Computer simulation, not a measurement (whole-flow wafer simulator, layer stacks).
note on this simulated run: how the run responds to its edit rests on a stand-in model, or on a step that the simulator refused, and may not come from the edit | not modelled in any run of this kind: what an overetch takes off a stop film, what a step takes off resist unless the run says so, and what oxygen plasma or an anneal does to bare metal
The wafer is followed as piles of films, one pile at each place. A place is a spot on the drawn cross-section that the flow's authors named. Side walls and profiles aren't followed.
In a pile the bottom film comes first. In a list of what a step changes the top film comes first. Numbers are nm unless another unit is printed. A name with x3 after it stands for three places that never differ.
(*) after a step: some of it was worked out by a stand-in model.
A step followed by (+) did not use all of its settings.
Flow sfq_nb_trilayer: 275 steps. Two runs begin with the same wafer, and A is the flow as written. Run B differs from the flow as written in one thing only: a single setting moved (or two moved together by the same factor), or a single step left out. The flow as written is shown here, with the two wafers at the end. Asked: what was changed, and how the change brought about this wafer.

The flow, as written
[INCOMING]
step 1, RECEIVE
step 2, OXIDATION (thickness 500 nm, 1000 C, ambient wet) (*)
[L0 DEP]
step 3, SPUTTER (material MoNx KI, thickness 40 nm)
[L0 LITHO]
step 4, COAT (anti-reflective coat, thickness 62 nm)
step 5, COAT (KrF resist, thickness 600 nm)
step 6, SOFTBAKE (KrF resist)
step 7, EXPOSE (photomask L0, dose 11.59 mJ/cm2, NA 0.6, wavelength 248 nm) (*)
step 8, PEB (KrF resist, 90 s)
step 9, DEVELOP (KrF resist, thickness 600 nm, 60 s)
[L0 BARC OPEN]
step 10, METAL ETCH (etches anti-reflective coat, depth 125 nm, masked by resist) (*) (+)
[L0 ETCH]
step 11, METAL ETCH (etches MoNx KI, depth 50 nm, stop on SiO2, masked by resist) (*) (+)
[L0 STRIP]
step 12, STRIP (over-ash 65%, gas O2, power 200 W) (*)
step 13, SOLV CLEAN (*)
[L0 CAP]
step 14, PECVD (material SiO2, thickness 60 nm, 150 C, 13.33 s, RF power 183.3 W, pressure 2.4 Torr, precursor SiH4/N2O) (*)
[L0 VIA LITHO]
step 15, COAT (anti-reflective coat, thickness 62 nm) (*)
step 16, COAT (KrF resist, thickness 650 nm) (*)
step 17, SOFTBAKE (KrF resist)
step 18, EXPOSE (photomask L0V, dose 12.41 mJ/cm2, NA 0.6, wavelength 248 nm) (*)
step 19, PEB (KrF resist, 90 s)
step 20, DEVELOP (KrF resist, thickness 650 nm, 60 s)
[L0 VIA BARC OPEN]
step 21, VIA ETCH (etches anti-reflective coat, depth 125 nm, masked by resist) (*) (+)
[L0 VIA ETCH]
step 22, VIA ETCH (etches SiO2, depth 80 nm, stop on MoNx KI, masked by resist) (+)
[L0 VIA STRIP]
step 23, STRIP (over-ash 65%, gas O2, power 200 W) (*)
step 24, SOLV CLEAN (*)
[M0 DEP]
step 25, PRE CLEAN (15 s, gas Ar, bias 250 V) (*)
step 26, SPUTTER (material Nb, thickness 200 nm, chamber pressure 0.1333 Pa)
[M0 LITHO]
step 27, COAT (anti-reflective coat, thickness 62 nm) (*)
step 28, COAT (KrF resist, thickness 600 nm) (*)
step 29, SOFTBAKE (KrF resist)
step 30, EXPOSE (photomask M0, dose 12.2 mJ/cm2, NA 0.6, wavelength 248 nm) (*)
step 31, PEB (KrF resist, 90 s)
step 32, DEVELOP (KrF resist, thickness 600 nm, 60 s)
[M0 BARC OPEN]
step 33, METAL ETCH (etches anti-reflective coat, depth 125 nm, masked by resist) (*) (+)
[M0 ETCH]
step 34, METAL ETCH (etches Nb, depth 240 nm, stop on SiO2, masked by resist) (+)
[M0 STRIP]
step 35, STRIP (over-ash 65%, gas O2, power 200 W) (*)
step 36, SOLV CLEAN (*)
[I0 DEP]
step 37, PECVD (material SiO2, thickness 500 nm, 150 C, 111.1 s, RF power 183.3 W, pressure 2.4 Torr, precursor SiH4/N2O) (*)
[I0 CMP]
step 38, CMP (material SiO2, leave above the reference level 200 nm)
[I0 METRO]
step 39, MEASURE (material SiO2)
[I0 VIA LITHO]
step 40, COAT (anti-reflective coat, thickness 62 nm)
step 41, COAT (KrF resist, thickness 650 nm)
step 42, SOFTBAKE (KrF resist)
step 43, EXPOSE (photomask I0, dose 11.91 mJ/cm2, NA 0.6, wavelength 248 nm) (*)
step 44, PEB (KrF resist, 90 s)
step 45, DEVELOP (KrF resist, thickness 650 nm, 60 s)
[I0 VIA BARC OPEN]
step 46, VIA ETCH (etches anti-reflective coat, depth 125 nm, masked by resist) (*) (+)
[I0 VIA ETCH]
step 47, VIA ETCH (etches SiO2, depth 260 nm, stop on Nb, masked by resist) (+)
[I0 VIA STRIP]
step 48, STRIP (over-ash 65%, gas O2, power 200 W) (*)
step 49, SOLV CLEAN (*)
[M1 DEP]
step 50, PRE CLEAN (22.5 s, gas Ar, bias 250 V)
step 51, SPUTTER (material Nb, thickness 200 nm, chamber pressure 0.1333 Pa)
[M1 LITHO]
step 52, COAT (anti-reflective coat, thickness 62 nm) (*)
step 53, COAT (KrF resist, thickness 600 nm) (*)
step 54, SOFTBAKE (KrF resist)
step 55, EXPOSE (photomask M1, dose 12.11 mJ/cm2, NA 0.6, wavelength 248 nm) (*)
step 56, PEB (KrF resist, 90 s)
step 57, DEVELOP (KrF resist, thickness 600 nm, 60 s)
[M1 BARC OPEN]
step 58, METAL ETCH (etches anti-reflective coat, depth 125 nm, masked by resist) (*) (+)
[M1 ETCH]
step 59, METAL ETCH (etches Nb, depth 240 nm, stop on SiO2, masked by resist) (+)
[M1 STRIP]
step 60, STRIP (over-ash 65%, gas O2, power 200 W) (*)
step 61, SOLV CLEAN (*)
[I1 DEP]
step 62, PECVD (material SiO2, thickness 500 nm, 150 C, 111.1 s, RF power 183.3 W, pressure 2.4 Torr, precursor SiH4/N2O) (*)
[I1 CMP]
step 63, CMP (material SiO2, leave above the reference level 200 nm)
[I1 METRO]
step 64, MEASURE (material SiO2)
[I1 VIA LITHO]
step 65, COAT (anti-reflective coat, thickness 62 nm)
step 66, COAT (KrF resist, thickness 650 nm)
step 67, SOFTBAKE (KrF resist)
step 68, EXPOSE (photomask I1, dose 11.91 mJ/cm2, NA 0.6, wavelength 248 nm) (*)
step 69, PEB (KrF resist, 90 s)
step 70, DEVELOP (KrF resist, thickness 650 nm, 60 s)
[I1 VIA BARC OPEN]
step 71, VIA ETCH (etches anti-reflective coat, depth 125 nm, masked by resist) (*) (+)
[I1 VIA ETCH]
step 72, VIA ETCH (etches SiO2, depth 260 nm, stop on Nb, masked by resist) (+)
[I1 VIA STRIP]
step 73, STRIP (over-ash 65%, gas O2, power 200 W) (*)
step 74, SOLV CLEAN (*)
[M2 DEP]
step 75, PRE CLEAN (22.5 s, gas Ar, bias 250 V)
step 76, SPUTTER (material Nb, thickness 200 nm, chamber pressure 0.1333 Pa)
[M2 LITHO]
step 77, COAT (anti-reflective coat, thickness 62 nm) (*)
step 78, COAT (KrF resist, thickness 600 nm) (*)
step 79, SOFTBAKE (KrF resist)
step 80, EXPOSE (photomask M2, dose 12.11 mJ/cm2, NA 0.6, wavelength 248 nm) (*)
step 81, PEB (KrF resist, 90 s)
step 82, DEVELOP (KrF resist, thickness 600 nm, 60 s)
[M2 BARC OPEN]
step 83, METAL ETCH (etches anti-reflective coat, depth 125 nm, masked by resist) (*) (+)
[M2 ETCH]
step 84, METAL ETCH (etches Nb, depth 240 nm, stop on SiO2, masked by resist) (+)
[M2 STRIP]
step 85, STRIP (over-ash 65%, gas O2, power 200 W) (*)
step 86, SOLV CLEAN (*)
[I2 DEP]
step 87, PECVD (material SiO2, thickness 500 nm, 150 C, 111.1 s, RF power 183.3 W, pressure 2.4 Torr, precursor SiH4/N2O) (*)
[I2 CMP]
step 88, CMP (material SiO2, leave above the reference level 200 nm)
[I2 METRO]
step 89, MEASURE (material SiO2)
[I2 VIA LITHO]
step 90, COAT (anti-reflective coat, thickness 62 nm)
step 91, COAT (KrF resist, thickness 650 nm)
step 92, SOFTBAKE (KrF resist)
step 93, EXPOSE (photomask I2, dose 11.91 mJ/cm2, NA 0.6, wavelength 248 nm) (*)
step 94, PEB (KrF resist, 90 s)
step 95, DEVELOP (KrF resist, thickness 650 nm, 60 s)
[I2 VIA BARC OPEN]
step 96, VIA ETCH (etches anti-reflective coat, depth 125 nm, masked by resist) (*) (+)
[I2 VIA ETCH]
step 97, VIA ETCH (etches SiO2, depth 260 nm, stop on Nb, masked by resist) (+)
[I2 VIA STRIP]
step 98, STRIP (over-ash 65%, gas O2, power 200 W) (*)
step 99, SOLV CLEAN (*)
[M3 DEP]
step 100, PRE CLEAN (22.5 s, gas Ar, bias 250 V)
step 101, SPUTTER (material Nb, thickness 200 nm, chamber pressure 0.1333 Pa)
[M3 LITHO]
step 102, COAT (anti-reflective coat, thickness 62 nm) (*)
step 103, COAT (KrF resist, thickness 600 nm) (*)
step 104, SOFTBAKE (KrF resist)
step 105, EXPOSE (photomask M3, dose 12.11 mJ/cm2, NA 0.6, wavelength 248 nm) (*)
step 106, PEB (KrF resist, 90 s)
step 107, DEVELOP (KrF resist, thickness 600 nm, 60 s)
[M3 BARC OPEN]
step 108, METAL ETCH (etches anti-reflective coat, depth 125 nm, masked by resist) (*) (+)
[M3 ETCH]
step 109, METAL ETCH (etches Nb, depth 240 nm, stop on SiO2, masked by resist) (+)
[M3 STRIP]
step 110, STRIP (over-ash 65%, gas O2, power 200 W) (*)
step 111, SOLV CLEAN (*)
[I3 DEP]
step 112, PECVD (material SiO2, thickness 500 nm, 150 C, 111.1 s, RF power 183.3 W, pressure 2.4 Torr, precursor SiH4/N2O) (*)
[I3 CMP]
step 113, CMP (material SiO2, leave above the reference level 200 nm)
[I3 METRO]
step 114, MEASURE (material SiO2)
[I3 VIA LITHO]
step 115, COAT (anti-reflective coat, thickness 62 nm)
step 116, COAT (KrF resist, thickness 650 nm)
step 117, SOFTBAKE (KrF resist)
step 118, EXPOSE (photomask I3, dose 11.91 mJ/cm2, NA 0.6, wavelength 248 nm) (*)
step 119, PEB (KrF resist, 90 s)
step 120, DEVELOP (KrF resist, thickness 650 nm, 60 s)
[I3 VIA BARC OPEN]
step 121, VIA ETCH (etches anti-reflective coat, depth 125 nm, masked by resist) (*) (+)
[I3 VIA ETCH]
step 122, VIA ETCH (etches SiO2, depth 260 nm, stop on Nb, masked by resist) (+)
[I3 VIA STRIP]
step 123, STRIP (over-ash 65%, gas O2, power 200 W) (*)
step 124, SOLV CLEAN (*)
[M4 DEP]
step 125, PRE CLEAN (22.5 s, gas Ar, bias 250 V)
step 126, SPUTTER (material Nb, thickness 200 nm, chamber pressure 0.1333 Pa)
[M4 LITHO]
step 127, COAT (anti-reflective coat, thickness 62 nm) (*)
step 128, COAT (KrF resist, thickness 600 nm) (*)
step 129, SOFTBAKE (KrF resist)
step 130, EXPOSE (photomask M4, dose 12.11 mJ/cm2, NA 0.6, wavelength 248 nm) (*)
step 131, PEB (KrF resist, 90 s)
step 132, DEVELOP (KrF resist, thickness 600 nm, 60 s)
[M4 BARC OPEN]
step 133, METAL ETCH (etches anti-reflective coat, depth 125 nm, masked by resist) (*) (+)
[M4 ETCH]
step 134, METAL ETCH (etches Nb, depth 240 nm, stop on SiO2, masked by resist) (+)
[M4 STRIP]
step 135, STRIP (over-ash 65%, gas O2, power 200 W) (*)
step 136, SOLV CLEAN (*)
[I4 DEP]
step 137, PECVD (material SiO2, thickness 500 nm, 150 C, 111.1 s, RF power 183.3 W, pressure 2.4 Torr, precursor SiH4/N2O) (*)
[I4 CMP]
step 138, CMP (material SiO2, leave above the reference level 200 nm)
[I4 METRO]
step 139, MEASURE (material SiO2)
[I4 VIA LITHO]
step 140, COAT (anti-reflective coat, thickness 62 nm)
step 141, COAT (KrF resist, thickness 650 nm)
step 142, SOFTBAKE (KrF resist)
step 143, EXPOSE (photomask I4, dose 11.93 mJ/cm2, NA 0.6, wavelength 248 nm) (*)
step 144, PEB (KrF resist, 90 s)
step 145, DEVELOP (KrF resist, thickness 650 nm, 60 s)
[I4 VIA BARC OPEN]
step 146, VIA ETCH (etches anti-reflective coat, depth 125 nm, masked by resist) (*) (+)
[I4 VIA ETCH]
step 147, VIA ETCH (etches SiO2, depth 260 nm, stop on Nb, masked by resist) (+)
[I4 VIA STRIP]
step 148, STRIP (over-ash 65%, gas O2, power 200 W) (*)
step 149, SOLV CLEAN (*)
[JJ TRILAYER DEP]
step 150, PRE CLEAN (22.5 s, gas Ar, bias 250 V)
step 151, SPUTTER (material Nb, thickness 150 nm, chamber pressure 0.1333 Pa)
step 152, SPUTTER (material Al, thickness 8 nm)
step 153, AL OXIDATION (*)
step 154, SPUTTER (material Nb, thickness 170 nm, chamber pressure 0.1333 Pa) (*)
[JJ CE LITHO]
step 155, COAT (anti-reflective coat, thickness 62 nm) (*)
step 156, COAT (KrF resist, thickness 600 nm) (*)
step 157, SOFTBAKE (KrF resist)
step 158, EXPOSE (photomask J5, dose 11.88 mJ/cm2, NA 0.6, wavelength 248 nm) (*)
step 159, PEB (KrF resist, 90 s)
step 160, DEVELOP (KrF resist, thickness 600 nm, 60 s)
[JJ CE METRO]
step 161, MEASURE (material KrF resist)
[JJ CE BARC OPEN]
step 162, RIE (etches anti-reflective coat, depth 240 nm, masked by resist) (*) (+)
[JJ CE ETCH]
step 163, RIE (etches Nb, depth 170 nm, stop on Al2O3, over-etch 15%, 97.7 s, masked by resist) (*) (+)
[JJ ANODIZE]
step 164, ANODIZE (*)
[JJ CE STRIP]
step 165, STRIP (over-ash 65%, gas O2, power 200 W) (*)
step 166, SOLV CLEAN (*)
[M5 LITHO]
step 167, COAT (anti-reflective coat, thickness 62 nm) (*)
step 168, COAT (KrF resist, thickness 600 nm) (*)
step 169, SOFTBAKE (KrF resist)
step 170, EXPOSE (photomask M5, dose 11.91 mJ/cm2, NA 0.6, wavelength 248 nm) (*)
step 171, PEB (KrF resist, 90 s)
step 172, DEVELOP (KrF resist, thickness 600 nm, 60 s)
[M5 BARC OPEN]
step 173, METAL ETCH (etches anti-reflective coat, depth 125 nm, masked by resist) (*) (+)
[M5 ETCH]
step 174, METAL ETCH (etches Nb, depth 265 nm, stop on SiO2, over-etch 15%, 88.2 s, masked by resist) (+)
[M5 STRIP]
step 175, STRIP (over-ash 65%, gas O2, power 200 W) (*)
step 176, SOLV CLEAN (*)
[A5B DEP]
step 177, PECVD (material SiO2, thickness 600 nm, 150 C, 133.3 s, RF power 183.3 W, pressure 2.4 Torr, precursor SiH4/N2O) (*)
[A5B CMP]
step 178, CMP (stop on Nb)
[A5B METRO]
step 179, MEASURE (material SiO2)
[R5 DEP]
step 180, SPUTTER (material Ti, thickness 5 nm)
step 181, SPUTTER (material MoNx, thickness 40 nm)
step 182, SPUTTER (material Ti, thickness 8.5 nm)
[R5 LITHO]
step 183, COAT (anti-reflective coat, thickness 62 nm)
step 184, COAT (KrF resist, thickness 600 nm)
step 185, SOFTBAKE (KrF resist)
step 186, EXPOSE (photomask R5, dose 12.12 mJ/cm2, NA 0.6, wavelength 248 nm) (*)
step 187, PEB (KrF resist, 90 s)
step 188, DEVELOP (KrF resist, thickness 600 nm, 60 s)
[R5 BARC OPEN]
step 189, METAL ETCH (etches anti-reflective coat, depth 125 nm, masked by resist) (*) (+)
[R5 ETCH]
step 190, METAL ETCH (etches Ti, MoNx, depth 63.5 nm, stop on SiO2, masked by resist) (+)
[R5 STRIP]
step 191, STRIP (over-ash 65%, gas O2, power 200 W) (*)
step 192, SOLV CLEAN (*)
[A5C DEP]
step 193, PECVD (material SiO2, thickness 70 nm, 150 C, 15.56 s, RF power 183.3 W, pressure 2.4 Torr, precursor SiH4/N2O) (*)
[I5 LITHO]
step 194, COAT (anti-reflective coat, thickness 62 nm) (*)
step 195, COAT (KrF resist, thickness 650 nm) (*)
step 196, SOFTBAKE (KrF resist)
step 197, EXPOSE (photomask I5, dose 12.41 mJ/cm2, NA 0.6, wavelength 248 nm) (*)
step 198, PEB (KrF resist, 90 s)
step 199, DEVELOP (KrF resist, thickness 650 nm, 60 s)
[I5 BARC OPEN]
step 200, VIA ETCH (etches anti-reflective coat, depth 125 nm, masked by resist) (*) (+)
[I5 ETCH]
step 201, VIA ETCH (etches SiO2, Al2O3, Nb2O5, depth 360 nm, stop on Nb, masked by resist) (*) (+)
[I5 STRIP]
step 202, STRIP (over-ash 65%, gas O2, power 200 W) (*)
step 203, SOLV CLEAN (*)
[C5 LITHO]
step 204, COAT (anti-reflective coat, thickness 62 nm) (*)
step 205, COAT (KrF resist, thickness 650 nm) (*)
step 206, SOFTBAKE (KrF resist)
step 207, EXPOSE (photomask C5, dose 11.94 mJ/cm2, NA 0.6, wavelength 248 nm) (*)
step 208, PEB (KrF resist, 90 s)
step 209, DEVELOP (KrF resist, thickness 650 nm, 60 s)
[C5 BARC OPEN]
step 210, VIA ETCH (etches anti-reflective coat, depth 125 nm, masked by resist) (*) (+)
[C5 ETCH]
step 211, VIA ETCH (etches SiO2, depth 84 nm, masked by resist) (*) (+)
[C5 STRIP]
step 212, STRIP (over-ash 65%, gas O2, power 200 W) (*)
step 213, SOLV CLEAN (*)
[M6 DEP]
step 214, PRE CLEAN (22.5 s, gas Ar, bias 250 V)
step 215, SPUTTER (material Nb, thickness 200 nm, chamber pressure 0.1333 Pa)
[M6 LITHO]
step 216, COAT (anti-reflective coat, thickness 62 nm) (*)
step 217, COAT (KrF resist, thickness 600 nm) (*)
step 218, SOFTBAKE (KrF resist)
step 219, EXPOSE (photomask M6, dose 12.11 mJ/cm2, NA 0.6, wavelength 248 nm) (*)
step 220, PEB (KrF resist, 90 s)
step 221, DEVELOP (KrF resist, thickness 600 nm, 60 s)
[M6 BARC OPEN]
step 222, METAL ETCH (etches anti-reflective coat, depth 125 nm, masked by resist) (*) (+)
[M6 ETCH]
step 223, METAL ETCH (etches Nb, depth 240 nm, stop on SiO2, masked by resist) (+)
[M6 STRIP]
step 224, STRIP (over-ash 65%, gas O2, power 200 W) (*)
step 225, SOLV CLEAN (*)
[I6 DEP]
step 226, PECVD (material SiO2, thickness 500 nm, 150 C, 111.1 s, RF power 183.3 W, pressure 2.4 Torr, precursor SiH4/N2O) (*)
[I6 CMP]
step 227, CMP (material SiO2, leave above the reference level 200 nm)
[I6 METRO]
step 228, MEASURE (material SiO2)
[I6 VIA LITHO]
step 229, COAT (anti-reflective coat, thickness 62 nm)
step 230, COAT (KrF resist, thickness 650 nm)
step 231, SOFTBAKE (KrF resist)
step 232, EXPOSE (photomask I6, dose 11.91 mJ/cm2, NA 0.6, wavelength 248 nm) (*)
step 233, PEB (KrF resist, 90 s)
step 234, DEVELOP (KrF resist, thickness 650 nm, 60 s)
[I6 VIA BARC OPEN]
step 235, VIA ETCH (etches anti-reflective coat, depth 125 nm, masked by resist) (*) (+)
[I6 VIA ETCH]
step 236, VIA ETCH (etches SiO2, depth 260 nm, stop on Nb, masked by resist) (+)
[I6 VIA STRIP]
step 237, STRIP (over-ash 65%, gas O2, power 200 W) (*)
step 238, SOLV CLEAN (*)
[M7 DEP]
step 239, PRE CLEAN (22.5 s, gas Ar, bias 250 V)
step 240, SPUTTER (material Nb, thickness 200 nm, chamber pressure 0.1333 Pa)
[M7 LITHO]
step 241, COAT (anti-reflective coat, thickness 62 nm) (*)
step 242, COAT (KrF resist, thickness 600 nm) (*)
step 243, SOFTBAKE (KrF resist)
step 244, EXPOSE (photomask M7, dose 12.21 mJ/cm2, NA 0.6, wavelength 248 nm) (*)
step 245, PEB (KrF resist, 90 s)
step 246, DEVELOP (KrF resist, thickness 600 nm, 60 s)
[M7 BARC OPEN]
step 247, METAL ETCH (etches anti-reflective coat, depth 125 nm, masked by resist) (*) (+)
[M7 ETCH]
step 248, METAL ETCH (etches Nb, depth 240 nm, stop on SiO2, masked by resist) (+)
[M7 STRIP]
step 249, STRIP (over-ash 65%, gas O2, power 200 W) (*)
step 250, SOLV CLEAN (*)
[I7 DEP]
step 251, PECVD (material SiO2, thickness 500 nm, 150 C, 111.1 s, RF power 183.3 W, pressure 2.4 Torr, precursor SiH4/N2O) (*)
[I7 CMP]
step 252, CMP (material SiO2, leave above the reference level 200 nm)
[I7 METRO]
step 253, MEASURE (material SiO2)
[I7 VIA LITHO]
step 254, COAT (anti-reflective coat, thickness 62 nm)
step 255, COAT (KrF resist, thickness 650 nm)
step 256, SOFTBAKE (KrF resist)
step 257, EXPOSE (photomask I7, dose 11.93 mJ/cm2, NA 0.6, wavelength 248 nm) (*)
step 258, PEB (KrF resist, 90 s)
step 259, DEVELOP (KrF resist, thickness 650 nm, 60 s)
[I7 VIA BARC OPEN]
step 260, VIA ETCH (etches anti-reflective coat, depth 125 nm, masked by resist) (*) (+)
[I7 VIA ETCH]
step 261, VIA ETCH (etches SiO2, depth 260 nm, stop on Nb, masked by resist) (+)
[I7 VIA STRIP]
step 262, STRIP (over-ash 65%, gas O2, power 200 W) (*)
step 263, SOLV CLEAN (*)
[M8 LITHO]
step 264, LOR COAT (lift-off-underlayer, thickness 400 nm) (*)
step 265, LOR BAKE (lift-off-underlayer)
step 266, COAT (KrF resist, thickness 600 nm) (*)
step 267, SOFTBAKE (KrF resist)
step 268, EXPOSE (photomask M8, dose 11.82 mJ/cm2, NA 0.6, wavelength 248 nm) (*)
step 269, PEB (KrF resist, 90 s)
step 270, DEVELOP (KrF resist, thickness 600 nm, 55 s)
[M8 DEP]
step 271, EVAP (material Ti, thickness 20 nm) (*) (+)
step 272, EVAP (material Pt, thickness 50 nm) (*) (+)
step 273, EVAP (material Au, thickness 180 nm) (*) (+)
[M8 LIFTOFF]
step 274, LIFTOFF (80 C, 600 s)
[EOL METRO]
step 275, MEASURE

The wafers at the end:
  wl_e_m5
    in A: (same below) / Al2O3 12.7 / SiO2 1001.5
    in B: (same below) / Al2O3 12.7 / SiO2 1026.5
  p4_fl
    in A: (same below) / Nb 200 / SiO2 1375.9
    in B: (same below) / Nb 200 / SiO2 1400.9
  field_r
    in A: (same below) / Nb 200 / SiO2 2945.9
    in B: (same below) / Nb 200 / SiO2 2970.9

What caused this: step 227, CMP: leave above the reference level 225 nm was run, while the flow as written has leave above the reference level 200 nm.

Step by step, how the change led to this:
  step 227, CMP (material SiO2, leave above the reference level 200 nm)
      field_l, p4_fl, p4_fm and 59 more: A -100 SiO2 | B -75 SiO2
      v_sur, via_wl, via_w and 15 more: A -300 SiO2 | B -275 SiO2
      (and at 26 other places as well)
  step 236, VIA ETCH (etches SiO2, depth 260 nm, stop on Nb, masked by resist) (+)
      via_v: A -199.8 SiO2 (all of it) | B -224.8 SiO2 (all of it)
  step 240, SPUTTER (material Nb, thickness 200 nm, chamber pressure 0.1333 Pa)
      via_v: A +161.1 Nb | B +155.2 Nb
  step 241, COAT (anti-reflective coat, thickness 62 nm) (*)
      via_v: A +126 anti-reflective coat (new film) | B +131.5 anti-reflective coat (new film)
  step 242, COAT (KrF resist, thickness 600 nm) (*)
      via_v: A +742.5 KrF resist (new film) | B +763.7 KrF resist (new film)
  step 249, STRIP (over-ash 65%, gas O2, power 200 W) (*)
      via_v: A -524.5 KrF resist (all of it), -126 anti-reflective coat (all of it) | B -545.6 KrF resist (all of it), -131.5 anti-reflective coat (all of it)
  step 251, PECVD (material SiO2, thickness 500 nm, 150 C, 111.1 s, RF power 183.3 W, pressure 2.4 Torr, precursor SiH4/N2O) (*)
      via_v: A +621 SiO2 (new film) | B +651.9 SiO2 (new film)
